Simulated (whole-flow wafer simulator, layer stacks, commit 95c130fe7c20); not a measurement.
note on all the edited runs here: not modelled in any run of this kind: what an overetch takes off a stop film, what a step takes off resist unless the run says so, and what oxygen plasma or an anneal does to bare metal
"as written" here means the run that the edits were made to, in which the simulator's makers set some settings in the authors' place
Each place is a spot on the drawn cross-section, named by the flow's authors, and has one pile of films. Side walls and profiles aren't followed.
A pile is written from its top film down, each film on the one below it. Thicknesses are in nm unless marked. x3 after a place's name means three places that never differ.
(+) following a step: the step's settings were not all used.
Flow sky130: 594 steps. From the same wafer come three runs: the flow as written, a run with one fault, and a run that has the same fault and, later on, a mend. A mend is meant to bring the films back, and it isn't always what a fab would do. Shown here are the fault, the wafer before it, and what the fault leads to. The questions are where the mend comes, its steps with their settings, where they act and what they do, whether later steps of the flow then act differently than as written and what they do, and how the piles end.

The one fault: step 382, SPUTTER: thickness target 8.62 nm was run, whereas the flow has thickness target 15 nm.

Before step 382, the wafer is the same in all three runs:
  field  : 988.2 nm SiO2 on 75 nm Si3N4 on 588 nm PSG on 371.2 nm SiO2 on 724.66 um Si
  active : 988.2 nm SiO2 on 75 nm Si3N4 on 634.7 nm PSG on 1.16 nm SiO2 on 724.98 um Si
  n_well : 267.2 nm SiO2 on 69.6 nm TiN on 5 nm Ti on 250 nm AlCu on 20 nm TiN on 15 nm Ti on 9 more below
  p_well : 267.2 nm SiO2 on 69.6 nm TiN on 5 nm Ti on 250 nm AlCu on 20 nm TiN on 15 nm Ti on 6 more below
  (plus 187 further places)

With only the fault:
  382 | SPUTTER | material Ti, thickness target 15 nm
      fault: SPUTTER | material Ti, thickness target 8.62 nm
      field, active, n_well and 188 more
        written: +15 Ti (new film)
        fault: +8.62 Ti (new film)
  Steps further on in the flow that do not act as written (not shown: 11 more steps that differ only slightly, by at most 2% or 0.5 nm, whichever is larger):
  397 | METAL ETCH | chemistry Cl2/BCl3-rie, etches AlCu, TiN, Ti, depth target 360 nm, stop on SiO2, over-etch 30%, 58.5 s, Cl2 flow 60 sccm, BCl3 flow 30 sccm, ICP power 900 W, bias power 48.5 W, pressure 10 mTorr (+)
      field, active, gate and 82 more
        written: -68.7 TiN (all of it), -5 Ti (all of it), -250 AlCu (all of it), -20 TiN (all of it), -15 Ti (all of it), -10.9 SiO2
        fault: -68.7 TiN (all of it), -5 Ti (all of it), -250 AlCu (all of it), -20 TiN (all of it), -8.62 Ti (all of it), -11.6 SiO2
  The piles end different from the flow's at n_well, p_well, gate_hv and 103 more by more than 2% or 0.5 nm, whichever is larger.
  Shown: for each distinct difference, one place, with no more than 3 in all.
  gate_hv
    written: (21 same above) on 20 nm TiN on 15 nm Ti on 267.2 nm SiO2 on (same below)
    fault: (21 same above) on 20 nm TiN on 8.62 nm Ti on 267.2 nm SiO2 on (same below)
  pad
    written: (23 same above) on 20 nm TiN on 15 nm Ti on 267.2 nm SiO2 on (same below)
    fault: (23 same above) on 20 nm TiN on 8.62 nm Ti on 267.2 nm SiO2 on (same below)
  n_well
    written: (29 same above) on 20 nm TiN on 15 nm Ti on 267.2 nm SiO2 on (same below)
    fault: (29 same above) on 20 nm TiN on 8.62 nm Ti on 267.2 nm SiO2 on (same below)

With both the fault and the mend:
  The mend stands after step 382.
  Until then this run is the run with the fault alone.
  382a | SPUTTER | material Ti, thickness target 6.38 nm (a further turn of the flow's step 382, with different settings)
      field, active, n_well and 188 more
        +6.38 Ti
  None of the later steps of the flow acts differently than as written at any place that is followed.
  By the end, the piles equal the flow's at every place that both follow.
